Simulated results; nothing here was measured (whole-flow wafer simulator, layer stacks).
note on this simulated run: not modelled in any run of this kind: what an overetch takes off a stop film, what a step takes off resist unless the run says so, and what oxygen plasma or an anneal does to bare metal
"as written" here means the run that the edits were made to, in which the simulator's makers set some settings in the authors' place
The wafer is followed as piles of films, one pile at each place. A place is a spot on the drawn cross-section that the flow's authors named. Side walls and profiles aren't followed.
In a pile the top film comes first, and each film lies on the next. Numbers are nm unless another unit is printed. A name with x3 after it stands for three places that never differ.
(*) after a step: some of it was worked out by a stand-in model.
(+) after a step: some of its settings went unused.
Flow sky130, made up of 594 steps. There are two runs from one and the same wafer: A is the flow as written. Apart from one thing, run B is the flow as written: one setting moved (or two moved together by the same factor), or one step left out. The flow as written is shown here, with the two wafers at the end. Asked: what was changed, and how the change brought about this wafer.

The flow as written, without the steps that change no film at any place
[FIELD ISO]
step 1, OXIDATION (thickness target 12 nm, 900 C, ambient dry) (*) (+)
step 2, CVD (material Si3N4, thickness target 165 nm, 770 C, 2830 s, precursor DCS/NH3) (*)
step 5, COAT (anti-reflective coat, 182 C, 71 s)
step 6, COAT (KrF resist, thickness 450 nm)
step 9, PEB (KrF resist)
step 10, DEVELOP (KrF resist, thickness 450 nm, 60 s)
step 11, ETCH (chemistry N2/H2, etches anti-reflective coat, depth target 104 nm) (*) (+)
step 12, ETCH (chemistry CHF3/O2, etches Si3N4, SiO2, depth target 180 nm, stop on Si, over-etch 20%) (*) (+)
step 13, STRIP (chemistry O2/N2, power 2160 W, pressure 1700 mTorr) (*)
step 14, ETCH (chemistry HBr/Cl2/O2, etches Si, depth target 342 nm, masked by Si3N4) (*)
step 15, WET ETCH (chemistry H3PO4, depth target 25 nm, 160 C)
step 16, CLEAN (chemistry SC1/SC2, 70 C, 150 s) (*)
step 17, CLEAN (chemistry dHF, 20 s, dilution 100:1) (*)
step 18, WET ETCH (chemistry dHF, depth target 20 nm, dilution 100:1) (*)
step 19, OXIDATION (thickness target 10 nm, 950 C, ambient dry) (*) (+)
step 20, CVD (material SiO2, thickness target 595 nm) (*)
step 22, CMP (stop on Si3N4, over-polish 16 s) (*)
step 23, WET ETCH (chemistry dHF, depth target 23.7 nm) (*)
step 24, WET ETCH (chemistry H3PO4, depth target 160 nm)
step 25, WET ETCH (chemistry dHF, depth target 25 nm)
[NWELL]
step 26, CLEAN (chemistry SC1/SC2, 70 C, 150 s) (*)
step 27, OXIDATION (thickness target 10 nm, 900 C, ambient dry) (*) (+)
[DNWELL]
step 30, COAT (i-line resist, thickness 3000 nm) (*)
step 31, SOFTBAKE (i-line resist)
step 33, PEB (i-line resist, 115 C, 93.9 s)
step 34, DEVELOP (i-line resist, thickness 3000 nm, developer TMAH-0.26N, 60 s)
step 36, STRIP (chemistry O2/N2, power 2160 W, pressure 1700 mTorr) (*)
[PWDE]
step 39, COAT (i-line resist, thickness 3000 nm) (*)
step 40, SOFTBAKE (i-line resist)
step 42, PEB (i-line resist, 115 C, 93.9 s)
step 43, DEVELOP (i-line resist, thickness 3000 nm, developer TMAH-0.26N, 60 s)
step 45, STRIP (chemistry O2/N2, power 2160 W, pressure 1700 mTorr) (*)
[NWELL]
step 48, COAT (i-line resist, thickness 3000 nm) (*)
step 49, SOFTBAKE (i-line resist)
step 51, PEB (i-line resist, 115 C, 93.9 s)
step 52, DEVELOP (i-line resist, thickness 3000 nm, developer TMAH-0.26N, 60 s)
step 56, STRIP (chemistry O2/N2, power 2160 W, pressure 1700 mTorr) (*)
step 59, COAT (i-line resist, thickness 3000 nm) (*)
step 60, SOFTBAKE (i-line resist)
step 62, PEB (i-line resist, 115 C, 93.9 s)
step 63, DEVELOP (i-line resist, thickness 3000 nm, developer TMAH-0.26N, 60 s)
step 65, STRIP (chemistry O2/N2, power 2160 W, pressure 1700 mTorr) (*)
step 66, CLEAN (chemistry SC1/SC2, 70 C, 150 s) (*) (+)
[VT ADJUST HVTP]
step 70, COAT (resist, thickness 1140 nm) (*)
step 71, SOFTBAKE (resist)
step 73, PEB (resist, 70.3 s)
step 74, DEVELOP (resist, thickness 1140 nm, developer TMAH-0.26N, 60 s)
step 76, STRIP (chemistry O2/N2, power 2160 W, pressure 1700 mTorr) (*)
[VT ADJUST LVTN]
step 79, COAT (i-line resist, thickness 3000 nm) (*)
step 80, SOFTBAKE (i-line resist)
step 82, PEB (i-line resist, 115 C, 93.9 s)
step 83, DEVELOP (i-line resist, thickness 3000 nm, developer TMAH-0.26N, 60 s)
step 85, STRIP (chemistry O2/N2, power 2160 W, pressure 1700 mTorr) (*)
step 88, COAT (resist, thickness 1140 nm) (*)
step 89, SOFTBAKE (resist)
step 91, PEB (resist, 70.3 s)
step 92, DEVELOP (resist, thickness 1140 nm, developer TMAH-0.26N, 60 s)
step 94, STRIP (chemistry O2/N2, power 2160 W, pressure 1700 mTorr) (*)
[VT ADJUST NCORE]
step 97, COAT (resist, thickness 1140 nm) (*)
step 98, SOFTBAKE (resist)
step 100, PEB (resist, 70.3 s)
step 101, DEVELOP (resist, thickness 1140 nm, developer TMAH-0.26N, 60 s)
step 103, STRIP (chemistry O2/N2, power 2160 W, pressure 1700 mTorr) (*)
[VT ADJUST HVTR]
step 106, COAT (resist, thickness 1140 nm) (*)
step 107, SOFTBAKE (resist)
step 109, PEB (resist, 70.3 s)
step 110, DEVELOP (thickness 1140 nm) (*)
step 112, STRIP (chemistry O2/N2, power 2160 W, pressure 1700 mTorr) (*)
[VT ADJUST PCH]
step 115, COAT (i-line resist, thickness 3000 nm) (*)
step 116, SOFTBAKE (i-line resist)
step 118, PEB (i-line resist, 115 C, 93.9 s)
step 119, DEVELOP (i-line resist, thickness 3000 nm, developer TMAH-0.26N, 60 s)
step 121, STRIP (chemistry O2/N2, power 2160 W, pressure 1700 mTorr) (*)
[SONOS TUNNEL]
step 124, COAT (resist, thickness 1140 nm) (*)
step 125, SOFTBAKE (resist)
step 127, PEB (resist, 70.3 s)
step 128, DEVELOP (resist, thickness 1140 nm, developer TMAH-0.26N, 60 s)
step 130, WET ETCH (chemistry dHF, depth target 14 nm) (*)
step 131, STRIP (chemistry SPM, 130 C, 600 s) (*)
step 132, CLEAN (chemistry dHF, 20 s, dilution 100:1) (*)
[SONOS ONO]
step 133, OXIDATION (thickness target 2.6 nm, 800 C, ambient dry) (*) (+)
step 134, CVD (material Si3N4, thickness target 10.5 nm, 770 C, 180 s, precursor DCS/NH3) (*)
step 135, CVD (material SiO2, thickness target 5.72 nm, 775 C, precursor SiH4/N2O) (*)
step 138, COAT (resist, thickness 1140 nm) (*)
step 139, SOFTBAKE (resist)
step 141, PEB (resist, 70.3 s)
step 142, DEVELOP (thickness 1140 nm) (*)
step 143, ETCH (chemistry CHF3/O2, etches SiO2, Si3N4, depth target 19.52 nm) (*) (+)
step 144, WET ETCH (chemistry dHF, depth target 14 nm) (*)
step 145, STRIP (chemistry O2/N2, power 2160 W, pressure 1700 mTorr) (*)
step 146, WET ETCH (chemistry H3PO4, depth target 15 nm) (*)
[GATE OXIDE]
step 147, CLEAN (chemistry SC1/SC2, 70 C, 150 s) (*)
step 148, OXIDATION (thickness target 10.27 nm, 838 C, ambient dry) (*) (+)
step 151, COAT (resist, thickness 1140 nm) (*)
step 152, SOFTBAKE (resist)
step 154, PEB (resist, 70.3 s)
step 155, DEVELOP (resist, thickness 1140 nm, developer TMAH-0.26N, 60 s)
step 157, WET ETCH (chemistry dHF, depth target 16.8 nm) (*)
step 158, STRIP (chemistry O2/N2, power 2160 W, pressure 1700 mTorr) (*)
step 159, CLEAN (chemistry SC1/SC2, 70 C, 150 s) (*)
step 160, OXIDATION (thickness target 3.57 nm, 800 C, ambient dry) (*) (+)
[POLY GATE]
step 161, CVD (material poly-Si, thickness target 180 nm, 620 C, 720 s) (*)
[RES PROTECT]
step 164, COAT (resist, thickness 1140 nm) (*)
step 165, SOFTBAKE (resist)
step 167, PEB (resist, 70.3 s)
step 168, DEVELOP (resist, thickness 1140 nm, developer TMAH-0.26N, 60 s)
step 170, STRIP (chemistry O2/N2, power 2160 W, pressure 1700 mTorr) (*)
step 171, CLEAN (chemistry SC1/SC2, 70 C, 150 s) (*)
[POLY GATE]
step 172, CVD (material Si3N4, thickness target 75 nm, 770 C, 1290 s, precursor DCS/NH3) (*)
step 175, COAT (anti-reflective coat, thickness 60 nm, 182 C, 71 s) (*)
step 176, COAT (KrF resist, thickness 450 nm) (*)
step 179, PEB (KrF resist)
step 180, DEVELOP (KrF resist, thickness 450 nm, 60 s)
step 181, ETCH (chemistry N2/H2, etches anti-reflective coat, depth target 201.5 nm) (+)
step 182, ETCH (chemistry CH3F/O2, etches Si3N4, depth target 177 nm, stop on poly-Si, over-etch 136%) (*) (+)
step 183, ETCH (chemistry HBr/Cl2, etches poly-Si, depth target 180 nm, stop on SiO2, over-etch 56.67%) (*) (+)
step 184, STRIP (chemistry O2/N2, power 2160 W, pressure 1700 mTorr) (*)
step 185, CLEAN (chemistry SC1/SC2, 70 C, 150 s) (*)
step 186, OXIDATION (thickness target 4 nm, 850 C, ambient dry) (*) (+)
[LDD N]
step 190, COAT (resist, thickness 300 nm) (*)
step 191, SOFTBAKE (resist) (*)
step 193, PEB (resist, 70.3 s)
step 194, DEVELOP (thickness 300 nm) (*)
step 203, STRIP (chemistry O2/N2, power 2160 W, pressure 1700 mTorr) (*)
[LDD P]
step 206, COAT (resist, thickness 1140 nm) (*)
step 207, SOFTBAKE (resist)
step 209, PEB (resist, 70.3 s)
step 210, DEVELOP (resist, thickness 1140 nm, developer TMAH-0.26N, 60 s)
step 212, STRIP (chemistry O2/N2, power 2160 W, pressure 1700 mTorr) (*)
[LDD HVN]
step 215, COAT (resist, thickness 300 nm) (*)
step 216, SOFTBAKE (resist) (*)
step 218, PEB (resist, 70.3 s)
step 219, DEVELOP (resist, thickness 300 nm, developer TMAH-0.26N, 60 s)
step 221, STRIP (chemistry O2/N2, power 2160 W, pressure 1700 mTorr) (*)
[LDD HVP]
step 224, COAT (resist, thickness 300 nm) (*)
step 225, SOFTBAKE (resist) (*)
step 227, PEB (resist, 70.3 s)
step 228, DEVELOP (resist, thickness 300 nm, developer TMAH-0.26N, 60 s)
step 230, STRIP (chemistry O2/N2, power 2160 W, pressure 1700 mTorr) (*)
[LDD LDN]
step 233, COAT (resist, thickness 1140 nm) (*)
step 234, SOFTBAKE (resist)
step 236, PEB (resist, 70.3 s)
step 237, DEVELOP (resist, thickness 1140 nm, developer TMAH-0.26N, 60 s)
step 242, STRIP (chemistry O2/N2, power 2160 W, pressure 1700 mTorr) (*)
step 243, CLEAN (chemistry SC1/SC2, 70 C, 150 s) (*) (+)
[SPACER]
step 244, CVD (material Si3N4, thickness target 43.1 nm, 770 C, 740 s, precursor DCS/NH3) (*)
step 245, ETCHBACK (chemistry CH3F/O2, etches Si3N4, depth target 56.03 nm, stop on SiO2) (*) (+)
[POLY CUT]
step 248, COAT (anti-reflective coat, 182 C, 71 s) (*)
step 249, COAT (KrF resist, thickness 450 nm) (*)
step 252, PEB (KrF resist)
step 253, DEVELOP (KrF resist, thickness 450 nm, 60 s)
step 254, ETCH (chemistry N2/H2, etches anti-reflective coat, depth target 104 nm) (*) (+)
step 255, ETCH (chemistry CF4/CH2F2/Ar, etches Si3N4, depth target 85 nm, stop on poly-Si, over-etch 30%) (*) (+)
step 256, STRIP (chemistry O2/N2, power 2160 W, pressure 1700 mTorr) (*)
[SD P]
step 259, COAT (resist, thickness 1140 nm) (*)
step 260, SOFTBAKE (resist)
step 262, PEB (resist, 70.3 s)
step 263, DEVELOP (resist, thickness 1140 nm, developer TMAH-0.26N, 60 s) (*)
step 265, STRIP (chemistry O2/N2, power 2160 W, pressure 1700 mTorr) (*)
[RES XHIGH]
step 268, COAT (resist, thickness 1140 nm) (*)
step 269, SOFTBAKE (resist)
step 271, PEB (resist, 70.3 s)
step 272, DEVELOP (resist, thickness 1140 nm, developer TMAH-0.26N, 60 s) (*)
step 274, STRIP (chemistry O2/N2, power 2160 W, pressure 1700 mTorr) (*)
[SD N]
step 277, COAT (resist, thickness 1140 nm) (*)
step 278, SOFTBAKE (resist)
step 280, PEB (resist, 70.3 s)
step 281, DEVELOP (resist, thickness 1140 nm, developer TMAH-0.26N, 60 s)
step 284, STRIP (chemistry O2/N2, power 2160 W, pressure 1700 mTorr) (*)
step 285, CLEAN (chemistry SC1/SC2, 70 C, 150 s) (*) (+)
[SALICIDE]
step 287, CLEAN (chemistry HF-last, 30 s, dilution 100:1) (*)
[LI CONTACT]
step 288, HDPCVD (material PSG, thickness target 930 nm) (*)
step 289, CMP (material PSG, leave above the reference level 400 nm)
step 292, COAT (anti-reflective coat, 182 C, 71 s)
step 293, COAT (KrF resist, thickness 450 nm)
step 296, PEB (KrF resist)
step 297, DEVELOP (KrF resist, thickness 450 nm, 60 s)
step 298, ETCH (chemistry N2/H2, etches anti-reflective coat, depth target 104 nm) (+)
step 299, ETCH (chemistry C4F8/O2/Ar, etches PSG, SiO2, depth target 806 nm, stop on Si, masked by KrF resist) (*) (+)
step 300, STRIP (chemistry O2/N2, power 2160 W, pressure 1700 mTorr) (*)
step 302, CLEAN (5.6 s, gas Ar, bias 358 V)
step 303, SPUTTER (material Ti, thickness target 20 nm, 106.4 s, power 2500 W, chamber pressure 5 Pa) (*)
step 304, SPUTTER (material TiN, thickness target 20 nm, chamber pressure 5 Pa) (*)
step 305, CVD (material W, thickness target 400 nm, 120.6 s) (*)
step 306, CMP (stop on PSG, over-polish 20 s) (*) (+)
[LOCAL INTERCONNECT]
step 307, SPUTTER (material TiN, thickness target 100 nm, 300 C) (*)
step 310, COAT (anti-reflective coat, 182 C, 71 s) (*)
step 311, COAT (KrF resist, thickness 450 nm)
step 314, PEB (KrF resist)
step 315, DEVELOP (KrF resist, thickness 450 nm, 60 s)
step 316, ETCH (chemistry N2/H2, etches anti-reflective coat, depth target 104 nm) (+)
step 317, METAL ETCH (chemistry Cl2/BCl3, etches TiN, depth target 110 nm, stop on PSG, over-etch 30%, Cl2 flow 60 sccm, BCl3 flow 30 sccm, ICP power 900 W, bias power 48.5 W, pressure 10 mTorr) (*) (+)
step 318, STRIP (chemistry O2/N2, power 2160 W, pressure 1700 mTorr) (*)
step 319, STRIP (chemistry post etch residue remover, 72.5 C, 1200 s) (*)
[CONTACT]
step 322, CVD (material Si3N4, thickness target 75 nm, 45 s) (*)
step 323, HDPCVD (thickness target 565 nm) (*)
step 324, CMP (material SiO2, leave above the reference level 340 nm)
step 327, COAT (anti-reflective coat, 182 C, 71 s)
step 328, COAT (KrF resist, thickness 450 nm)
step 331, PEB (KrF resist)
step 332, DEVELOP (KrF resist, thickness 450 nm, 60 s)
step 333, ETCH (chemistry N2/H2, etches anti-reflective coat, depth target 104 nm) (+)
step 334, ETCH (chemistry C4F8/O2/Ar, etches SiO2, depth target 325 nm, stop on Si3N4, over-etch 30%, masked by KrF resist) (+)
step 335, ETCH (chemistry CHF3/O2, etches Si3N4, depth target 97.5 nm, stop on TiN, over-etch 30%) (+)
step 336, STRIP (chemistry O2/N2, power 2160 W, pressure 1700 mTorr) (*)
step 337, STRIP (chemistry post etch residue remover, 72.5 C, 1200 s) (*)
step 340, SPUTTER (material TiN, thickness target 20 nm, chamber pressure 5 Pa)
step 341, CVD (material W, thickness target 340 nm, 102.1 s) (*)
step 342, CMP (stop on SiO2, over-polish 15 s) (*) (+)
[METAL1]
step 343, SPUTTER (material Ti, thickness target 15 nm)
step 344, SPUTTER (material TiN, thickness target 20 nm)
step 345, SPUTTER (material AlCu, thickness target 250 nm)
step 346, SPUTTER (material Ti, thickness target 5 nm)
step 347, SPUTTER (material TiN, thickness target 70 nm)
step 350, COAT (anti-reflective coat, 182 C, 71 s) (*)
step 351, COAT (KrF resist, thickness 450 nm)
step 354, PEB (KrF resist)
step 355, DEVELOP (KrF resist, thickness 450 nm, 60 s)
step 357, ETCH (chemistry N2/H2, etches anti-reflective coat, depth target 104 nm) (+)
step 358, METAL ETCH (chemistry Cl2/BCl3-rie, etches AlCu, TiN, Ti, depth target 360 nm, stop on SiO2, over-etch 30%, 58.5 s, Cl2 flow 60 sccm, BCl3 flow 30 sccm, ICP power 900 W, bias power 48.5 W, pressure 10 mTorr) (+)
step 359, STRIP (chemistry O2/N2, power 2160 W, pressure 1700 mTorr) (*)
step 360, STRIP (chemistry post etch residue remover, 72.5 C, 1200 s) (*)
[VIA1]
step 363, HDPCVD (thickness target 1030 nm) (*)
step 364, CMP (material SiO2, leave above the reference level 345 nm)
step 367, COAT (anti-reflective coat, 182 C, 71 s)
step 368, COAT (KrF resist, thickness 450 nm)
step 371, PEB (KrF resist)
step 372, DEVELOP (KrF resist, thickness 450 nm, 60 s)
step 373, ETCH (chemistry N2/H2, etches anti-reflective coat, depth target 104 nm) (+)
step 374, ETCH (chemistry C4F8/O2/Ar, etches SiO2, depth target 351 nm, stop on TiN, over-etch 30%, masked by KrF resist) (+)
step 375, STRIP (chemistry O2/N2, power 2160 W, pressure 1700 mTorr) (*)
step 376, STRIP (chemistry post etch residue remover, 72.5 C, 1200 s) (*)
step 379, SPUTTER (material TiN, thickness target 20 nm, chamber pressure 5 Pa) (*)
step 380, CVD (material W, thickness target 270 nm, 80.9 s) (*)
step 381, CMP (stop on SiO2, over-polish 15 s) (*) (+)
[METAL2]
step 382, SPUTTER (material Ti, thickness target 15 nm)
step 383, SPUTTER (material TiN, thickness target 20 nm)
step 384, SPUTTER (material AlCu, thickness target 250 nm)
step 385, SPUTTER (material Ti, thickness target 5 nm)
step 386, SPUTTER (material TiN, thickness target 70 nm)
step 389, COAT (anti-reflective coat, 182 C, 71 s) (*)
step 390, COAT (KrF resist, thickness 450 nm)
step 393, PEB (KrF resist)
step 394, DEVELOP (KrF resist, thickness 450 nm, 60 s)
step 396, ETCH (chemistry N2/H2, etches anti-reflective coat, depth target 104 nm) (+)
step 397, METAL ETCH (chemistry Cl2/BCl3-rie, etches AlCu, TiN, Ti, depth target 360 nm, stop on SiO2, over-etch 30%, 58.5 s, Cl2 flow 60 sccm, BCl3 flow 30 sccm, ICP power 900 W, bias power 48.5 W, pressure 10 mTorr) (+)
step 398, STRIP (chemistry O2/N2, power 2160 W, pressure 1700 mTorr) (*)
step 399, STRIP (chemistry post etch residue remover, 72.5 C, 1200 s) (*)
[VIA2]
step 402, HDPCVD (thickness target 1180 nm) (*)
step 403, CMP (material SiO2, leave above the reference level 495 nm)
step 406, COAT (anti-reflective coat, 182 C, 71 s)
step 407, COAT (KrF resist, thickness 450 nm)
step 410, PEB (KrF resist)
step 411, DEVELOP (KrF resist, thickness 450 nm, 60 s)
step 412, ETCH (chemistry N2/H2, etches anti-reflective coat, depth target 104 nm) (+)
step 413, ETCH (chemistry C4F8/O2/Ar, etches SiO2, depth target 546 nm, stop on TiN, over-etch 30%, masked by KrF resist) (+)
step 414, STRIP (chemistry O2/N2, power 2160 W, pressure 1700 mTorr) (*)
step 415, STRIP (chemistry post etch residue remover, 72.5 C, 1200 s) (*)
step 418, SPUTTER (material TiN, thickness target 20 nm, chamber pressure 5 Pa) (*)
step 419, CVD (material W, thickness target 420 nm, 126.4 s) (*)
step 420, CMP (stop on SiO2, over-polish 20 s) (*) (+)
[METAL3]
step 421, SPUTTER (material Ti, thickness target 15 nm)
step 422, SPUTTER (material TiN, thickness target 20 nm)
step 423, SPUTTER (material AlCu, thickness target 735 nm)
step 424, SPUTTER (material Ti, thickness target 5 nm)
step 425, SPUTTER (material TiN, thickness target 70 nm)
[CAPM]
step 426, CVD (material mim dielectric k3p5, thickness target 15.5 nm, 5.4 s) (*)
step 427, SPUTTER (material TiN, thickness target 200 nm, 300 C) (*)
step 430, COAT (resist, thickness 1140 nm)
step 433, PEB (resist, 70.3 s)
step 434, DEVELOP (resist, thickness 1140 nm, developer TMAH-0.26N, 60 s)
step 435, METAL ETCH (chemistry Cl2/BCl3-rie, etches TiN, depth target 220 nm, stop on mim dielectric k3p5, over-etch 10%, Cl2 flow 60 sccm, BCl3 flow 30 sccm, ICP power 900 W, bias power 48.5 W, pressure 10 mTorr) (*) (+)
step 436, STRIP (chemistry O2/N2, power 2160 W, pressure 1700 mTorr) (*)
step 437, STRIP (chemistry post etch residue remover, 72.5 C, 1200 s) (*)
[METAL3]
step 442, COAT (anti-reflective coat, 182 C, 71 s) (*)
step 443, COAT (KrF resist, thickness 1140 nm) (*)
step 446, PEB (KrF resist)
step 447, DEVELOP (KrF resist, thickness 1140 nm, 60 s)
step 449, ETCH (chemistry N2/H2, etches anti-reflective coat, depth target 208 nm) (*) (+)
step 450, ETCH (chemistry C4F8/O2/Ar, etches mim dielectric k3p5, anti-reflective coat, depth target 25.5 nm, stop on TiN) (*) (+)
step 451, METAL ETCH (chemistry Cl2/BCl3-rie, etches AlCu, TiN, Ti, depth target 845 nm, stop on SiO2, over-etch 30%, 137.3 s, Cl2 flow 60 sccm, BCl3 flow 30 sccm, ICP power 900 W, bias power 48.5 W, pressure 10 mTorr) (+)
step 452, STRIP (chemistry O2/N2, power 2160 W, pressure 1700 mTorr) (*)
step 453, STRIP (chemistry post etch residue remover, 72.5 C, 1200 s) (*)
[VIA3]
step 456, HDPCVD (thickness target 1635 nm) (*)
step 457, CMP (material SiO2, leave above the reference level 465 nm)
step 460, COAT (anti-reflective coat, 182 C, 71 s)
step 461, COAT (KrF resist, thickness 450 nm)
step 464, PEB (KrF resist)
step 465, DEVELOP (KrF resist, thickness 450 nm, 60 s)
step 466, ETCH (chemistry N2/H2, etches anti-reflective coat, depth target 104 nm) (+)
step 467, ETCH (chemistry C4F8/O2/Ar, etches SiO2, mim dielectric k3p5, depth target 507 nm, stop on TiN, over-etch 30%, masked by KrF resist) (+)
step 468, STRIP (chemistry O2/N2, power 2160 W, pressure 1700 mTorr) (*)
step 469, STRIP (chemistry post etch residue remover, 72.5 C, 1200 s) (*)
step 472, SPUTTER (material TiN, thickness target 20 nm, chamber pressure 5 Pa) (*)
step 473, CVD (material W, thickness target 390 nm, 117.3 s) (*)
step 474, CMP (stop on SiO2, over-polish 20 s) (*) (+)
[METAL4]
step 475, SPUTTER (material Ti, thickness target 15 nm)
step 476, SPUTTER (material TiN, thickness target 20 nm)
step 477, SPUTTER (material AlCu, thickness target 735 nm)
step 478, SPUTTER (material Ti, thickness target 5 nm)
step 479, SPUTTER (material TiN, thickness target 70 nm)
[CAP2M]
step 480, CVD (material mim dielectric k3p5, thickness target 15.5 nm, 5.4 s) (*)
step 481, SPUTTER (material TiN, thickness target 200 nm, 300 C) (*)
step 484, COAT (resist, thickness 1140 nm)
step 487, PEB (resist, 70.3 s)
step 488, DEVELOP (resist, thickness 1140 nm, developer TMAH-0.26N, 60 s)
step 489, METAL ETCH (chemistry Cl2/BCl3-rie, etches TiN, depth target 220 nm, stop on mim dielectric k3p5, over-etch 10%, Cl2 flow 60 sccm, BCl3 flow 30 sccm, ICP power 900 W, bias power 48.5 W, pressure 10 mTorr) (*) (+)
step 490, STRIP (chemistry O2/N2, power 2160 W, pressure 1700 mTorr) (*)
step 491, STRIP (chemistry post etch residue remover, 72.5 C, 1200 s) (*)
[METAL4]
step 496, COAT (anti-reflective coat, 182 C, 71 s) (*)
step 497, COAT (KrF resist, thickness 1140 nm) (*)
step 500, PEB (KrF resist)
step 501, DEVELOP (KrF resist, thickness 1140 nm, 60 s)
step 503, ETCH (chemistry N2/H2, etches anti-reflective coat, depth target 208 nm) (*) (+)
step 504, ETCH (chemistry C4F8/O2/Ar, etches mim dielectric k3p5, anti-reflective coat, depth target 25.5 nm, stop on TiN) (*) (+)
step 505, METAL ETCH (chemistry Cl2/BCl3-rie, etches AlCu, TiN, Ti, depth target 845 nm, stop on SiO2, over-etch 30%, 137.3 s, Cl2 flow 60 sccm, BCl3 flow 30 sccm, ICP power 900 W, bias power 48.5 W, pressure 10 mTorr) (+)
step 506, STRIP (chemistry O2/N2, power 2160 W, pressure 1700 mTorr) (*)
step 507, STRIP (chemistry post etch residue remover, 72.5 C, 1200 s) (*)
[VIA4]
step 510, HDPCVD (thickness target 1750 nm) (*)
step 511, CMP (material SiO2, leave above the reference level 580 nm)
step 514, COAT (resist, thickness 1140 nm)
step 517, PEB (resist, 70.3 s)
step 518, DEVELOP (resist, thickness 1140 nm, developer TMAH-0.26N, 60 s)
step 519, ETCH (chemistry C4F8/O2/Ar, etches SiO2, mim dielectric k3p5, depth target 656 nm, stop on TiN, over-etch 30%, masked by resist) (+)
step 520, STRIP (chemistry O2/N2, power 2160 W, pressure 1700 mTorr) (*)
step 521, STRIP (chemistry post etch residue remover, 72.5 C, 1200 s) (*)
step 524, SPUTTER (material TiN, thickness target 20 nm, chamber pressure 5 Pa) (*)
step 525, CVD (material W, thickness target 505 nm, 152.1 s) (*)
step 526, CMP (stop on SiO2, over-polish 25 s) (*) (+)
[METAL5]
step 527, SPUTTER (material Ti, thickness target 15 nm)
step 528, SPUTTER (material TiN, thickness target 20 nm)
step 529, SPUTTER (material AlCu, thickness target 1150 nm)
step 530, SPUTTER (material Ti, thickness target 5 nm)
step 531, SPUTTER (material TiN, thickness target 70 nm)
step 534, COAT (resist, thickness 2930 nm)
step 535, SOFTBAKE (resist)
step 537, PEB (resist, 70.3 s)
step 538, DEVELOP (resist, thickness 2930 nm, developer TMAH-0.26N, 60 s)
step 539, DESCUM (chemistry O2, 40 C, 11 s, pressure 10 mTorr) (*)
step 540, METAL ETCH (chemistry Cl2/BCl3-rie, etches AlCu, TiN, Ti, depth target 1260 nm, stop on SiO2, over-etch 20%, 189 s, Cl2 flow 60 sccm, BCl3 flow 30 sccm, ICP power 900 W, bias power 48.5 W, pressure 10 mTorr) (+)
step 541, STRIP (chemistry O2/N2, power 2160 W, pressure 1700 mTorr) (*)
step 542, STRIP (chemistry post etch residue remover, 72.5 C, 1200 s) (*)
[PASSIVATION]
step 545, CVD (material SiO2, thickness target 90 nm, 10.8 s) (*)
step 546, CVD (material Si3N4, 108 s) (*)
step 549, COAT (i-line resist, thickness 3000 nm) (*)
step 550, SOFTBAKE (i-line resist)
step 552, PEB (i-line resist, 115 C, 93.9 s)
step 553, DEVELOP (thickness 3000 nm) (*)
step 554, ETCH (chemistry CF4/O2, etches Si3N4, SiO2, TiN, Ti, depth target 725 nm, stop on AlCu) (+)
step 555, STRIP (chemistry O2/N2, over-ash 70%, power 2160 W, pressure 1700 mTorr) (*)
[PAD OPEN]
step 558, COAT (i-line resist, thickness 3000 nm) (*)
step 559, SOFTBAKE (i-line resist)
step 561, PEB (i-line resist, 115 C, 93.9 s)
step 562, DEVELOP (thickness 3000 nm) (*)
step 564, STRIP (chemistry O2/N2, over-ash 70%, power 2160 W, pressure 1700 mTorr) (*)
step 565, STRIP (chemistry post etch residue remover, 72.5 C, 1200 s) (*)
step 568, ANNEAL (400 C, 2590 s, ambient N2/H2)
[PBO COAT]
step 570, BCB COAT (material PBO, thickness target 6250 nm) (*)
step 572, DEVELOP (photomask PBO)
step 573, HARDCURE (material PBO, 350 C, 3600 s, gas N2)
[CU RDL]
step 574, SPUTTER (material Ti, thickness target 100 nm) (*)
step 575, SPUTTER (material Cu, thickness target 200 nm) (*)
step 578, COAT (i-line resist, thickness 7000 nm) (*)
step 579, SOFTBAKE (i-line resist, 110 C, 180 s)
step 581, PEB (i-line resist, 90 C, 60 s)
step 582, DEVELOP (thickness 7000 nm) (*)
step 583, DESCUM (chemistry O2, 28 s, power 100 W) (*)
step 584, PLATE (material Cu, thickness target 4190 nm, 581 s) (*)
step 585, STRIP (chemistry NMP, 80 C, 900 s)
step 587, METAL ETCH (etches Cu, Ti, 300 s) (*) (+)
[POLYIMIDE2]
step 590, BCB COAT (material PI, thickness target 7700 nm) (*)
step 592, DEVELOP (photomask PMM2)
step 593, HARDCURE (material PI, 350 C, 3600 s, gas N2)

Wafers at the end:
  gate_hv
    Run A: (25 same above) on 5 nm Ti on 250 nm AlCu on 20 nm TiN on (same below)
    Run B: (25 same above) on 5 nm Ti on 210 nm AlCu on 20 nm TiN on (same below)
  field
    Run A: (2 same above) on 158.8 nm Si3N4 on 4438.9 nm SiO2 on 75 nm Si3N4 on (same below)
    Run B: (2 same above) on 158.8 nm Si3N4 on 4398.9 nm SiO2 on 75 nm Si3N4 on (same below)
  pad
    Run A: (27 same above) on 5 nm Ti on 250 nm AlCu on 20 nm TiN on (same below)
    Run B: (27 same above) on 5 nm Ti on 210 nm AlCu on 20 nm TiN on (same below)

The reason: step 345, SPUTTER: thickness target 210 nm was run, while the flow as written has thickness target 250 nm.
The wafer lets one read it off: gate_hv has AlCu 210, and step 345 as written asks for 250 nm.

Step by step, how the change led to this:
  step 345, SPUTTER (material AlCu, thickness target 250 nm)
      field, active, n_well and 188 more: A AlCu gains 250 (new film) | B AlCu gains 210 (new film)
  step 358, METAL ETCH (chemistry Cl2/BCl3-rie, etches AlCu, TiN, Ti, depth target 360 nm, stop on SiO2, over-etch 30%, 58.5 s, Cl2 flow 60 sccm, BCl3 flow 30 sccm, ICP power 900 W, bias power 48.5 W, pressure 10 mTorr) (+)
      field, active, gate and 81 more: A TiN loses 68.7 (all of it), Ti loses 5 (all of it), AlCu loses 250 (all of it), TiN loses 20 (all of it), Ti loses 15 (all of it), SiO2 loses 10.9 | B TiN loses 68.7 (all of it), Ti loses 5 (all of it), AlCu loses 210 (all of it), TiN loses 20 (all of it), Ti loses 15 (all of it), SiO2 loses 14.9
  step 364, CMP (material SiO2, leave above the reference level 345 nm)
      field, active, gate and 81 more: A SiO2 loses 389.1 | B SiO2 loses 425.1
